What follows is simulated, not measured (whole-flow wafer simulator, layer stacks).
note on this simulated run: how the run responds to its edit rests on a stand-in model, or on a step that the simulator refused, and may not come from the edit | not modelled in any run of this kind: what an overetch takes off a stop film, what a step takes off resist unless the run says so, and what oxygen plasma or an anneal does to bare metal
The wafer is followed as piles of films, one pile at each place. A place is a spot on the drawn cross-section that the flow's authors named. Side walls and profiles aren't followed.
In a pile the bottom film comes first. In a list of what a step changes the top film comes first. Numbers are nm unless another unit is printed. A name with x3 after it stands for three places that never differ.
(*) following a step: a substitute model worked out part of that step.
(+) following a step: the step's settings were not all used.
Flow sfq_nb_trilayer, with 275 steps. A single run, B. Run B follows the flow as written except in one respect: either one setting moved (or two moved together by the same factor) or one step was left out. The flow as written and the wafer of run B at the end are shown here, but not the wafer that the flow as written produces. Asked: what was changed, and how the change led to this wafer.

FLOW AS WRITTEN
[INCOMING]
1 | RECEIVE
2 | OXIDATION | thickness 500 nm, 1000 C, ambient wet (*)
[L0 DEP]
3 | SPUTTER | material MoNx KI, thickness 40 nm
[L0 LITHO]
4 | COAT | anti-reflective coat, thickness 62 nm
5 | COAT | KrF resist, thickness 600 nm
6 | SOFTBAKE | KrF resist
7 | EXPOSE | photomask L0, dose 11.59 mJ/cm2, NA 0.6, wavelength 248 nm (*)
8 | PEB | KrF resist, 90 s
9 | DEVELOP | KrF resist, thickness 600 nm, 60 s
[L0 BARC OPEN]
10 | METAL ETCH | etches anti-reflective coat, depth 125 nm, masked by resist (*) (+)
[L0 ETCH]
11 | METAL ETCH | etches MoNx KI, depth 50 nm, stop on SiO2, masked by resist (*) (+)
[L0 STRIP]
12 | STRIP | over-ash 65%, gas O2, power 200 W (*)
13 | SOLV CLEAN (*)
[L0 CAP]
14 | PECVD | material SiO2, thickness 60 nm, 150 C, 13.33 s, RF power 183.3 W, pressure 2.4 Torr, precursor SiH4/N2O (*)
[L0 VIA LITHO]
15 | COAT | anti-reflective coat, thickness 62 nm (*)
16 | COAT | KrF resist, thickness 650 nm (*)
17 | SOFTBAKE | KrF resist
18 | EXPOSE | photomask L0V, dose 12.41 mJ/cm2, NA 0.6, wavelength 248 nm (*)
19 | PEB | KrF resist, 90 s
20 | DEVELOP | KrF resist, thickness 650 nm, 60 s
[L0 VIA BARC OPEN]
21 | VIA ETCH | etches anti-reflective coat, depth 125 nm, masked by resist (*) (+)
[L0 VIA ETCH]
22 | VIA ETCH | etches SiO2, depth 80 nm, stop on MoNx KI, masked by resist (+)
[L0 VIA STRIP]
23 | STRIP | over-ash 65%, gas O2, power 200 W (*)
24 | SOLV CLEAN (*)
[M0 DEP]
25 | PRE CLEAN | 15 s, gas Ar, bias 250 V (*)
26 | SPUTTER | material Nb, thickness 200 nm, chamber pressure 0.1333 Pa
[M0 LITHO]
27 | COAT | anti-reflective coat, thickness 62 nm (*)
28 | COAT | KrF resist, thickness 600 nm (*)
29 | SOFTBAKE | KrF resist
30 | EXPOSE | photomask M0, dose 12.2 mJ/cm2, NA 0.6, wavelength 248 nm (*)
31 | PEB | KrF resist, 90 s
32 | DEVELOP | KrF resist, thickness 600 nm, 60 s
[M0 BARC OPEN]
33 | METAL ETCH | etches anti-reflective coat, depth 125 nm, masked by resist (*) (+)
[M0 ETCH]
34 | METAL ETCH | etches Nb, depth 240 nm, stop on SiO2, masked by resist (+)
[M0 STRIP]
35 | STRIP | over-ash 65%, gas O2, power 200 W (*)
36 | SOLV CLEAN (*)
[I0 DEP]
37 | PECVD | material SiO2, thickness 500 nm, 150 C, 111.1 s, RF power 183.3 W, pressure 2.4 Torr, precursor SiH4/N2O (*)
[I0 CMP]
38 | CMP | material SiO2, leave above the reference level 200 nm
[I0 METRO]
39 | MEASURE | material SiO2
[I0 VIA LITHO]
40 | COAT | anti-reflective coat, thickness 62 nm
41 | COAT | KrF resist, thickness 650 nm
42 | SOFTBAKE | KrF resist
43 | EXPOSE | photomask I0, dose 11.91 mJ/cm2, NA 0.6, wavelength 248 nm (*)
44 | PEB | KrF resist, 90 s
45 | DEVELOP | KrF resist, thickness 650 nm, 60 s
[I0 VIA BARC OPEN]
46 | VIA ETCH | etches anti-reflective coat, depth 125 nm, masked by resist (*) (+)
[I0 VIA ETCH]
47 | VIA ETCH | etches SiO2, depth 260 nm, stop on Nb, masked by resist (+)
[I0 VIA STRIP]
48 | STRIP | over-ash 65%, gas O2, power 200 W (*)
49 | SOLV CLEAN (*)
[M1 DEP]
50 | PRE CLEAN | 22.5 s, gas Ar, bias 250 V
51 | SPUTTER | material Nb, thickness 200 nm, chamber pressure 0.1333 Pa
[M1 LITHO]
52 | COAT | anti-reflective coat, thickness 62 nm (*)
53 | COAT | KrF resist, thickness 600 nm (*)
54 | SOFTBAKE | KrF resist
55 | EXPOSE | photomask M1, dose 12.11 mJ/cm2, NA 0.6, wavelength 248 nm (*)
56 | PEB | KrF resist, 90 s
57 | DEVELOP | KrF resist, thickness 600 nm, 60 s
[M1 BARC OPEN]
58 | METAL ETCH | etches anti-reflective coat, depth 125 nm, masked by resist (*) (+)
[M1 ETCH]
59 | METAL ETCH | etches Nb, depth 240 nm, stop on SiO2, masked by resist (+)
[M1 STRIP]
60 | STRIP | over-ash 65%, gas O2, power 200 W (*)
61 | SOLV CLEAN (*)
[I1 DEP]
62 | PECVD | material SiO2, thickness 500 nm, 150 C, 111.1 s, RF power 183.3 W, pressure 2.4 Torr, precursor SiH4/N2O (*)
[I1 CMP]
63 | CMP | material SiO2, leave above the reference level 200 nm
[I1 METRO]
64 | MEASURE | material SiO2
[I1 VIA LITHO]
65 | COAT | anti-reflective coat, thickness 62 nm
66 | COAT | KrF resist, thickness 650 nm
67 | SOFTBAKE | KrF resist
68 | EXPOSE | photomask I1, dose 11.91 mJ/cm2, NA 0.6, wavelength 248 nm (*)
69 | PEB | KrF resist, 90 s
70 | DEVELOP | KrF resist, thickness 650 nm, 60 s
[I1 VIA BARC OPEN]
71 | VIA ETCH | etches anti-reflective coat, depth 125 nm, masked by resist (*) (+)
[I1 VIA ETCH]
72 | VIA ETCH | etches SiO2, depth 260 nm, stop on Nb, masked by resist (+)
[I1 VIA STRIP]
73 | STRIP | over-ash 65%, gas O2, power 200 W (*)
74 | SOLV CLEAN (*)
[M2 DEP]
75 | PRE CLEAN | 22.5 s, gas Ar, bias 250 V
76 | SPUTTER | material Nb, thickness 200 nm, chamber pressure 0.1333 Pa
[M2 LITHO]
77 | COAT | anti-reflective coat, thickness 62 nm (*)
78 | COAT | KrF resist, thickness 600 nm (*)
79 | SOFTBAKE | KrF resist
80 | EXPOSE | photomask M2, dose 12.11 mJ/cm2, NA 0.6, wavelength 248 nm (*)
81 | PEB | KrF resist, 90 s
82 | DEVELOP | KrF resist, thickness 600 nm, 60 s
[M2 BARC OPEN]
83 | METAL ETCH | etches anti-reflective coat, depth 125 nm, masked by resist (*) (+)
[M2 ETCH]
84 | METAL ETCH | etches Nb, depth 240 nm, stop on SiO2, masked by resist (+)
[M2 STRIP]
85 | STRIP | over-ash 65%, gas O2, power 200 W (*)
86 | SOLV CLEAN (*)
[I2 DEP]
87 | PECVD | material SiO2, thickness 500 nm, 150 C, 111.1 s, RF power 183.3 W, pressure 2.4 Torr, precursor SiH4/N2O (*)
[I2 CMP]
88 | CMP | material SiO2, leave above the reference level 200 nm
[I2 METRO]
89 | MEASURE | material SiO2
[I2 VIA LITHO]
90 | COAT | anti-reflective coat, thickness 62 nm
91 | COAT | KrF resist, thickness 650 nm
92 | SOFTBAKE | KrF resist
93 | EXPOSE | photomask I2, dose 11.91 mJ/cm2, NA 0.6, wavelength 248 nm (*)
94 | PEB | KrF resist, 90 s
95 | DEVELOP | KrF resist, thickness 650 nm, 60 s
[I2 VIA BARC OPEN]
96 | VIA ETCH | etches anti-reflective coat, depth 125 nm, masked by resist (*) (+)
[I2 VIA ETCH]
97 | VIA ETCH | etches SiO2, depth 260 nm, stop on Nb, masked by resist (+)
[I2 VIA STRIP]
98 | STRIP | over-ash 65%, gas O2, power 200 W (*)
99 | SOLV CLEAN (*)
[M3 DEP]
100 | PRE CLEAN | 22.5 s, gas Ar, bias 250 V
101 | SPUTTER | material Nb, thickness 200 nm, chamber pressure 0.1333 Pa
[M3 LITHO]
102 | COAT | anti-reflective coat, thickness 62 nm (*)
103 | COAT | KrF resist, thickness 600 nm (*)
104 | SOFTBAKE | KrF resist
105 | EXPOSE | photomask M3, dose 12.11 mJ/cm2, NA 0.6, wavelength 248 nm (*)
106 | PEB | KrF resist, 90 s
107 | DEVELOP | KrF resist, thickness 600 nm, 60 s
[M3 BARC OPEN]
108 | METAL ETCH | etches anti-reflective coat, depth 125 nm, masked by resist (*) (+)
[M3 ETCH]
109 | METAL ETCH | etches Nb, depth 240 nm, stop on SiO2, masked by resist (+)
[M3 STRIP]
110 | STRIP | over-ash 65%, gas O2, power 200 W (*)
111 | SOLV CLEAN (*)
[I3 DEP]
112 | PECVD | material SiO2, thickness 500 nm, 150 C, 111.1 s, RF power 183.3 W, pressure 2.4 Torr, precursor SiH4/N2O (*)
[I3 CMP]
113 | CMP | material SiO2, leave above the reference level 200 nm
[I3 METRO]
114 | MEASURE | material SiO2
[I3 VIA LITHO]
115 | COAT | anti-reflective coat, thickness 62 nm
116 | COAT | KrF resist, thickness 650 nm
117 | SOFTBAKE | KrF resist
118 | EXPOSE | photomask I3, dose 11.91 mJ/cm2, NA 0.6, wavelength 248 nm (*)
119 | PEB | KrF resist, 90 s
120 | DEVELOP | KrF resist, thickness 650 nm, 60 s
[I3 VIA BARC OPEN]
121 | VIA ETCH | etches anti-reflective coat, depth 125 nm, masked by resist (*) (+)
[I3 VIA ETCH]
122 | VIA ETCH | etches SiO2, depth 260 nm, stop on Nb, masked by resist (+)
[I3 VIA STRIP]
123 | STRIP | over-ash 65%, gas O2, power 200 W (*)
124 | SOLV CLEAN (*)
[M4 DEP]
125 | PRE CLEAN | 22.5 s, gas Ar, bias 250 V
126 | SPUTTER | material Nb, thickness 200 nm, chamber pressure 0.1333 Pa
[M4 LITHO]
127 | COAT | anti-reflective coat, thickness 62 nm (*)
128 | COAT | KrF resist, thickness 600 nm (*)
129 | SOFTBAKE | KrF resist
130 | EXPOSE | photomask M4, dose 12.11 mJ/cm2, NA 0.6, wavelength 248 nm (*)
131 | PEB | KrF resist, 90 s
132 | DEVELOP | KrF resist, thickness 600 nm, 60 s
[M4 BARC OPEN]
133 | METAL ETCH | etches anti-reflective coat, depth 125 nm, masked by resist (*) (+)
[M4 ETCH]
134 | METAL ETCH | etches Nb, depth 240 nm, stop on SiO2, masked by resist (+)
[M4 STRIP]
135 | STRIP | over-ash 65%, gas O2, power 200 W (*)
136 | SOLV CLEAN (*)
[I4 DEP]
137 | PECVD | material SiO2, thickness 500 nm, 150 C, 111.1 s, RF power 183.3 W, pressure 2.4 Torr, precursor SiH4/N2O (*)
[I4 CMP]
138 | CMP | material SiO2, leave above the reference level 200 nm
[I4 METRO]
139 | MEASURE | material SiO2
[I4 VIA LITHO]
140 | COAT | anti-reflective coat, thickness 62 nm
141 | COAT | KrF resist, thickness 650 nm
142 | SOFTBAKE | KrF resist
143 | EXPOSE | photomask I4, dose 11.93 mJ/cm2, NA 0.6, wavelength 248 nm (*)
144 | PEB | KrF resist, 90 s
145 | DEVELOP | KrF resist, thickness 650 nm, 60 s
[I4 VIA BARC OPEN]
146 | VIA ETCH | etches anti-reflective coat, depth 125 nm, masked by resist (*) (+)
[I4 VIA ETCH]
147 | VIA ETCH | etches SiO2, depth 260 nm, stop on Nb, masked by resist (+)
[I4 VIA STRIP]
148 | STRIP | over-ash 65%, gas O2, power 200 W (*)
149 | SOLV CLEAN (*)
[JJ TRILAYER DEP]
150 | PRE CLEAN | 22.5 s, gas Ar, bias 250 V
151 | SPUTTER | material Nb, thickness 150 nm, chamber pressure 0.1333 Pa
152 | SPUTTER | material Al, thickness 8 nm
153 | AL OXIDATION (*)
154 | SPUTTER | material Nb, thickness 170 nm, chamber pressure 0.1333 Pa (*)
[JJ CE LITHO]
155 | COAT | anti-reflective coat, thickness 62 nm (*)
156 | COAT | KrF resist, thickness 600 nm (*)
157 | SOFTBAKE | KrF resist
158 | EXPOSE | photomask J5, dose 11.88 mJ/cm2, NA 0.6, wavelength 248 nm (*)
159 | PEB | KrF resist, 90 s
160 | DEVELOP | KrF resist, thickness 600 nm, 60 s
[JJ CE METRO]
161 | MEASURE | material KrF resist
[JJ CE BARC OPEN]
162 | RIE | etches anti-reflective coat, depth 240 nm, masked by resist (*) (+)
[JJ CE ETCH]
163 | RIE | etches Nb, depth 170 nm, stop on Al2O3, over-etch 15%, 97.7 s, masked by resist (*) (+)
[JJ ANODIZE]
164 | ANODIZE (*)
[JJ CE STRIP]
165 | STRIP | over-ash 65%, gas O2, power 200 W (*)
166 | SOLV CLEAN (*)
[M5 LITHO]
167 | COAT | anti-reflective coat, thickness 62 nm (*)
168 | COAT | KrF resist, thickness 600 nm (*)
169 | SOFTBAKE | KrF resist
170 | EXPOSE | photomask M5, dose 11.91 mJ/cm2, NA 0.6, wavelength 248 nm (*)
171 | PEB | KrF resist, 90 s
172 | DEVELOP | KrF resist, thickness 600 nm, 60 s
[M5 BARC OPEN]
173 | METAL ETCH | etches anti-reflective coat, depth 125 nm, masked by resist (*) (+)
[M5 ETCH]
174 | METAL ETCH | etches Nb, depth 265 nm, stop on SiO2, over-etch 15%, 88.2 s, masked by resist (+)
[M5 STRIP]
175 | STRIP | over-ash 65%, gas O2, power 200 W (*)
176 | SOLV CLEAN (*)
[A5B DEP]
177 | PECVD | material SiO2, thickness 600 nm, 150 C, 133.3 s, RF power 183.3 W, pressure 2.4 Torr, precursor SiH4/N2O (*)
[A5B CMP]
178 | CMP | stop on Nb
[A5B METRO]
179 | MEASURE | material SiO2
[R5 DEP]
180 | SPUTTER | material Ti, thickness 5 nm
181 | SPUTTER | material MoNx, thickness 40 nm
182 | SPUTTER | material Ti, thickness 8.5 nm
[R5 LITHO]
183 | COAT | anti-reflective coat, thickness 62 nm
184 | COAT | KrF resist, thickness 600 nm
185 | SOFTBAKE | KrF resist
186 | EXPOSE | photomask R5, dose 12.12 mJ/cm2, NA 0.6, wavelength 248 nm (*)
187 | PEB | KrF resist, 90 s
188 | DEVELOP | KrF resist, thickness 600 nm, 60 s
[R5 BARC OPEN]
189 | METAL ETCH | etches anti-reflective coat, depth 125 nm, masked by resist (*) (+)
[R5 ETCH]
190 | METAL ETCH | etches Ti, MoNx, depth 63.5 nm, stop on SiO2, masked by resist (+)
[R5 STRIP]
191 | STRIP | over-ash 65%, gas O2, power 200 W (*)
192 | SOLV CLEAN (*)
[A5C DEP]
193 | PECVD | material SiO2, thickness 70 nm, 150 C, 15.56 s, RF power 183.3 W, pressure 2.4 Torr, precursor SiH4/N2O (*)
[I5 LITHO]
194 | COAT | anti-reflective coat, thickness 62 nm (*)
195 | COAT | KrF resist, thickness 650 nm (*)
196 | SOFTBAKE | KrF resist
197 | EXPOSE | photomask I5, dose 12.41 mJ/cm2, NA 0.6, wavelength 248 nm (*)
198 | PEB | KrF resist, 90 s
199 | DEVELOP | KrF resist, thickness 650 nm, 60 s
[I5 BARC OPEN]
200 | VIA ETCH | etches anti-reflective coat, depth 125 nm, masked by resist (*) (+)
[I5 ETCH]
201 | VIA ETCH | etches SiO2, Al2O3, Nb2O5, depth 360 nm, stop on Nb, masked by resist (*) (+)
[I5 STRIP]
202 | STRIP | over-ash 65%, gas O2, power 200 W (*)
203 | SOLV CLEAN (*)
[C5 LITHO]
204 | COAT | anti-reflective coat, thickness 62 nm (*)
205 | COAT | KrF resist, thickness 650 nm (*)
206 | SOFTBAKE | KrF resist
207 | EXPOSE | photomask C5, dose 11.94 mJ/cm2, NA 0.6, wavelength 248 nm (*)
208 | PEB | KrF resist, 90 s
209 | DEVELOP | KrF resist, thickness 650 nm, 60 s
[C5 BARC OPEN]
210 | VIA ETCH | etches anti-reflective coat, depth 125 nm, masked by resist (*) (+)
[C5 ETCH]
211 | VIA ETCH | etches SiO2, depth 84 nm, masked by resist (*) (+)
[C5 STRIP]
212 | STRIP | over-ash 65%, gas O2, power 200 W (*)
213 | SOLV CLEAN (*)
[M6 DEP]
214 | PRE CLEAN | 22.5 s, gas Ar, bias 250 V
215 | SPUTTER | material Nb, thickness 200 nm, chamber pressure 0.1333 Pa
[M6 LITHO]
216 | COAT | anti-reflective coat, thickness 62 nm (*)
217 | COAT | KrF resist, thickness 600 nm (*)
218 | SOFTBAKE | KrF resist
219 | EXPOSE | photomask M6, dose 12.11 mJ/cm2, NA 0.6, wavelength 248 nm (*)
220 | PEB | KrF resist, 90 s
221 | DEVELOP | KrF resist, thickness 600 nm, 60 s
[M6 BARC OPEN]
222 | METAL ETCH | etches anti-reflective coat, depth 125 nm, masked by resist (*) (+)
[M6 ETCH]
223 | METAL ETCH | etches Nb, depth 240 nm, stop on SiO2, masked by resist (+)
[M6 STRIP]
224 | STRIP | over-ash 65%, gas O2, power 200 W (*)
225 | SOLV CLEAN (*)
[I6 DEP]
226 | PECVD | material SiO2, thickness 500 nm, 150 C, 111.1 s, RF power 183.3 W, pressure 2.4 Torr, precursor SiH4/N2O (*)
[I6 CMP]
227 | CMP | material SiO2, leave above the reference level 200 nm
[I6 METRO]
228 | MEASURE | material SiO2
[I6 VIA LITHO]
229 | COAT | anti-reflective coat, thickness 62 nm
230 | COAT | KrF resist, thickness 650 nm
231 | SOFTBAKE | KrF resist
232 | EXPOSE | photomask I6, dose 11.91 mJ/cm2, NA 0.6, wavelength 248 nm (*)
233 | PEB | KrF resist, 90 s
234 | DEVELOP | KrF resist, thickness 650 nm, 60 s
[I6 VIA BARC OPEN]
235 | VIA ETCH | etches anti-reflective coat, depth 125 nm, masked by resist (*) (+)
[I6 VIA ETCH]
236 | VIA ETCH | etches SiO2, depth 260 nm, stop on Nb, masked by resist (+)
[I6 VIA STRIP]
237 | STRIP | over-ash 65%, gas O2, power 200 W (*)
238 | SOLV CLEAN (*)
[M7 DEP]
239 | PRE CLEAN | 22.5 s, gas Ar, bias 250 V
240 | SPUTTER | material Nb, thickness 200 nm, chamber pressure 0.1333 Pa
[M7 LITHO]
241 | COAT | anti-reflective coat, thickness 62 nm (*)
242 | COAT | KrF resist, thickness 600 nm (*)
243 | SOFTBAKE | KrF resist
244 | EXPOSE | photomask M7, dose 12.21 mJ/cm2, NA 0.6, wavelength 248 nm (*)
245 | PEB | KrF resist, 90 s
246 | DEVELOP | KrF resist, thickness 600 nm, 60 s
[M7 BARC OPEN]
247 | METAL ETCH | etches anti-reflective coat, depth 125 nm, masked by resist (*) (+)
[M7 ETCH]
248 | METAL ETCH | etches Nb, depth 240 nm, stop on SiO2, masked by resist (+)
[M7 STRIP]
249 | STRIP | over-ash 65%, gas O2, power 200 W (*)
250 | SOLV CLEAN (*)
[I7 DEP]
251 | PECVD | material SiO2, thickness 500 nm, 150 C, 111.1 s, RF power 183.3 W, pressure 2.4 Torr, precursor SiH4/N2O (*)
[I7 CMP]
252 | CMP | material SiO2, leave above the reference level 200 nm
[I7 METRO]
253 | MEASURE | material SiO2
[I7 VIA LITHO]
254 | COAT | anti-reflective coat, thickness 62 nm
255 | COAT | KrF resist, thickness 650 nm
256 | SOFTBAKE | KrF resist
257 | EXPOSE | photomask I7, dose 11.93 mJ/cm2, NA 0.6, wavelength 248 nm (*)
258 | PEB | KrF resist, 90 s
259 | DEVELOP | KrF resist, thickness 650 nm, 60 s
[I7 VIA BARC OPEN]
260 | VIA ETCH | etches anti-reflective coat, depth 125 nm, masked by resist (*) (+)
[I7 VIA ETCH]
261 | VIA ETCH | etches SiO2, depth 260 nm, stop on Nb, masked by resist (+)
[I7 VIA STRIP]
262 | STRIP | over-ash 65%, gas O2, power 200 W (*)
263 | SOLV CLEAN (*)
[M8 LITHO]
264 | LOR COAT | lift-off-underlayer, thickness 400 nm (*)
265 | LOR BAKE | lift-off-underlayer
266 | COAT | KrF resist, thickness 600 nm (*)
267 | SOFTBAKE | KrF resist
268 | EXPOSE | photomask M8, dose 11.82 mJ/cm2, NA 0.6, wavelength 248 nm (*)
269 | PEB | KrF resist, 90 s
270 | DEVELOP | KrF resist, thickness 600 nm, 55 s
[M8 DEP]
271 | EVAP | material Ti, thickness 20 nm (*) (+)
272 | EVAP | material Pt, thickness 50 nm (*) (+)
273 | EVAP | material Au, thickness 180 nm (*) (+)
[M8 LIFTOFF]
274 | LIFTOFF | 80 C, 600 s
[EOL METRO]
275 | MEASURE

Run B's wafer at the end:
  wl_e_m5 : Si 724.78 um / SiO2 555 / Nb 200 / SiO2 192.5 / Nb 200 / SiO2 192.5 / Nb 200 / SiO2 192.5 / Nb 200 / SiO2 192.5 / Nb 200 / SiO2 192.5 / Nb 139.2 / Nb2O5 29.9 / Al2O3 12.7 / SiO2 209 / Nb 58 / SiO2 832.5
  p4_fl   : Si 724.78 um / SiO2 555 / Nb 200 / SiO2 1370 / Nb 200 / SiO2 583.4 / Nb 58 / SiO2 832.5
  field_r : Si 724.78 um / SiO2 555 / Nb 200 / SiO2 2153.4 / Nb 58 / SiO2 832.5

The reason: step 215, SPUTTER: thickness 298 nm was run, while the flow as written has thickness 200 nm.

The path from the change to this, step by step:
  215 | SPUTTER | material Nb, thickness 200 nm, chamber pressure 0.1333 Pa
      field_l, v_sur, via_wl and 100 more: Nb gains 298 (new film) (as written it would have been: Nb gains 200 (new film))
      be: Nb gains 218 (as written it would have been: Nb gains 147.3)
      (as well as at 2 more places)
  216 | COAT | anti-reflective coat, thickness 62 nm (*)
      be: anti-reflective coat gains 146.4 (new film) (as written it would have been: anti-reflective coat gains 136.7 (new film))
      be_sur: anti-reflective coat gains 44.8 (new film) (as written it would have been: anti-reflective coat gains 43.8 (new film))
      (as well as at 2 more places)
  223 | METAL ETCH | etches Nb, depth 240 nm, stop on SiO2, masked by resist (+)
      field_l, gap, moat and 76 more: Nb loses 240 (as written it would have been: Nb loses 200 (all of it))
  224 | STRIP | over-ash 65%, gas O2, power 200 W (*)
      be: KrF resist loses 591 (all of it), anti-reflective coat loses 146.4 (all of it) (as written it would have been: KrF resist loses 575.8 (all of it), anti-reflective coat loses 136.7 (all of it))
      be_sur: KrF resist loses 368.8 (all of it), anti-reflective coat loses 44.8 (all of it) (as written it would have been: KrF resist loses 371.2 (all of it), anti-reflective coat loses 43.8 (all of it))
      (as well as at 2 more places)
  226 | PECVD | material SiO2, thickness 500 nm, 150 C, 111.1 s, RF power 183.3 W, pressure 2.4 Torr, precursor SiH4/N2O (*)
      field_l, p4_fl, p4_fm and 62 more: SiO2 gains 500 (new film) (as written it would have been: SiO2 gains 500)
      moat, field_r, lsp_l, ln_m5, lsp_m: SiO2 gains 492.3 (new film) (as written it would have been: SiO2 gains 493.6)
      (as well as at 10 more places)
  227 | CMP | material SiO2, leave above the reference level 200 nm
      field_l, p4_fl, p4_fm and 59 more: SiO2 loses 60 (as written it would have been: SiO2 loses 100)
      moat, field_r, lsp_l, ln_m5, lsp_m: SiO2 loses 52.3 (as written it would have been: SiO2 loses 93.6)
      (as well as at 9 more places)
With metal films that touch counted as one body, wl_e_m5 has 7 bodies (between them, from the top down: SiO2 209 / Al2O3 12.7 / Nb2O5 29.9; SiO2 192.5; SiO2 192.5; SiO2 192.5; SiO2 192.5; SiO2 192.5); the flow as written gives 6 bodies (between them, from the top down: SiO2 192.5; SiO2 192.5; SiO2 192.5; SiO2 192.5; SiO2 192.5).
With metal films that touch counted as one body, p4_fl has 3 bodies (between them, from the top down: SiO2 583.4; SiO2 1370); the flow as written gives 2 bodies (between them, from the top down: SiO2 1370).
With metal films that touch counted as one body, field_r has 2 bodies (between them, from the top down: SiO2 2153.4); the flow as written gives 1 body.
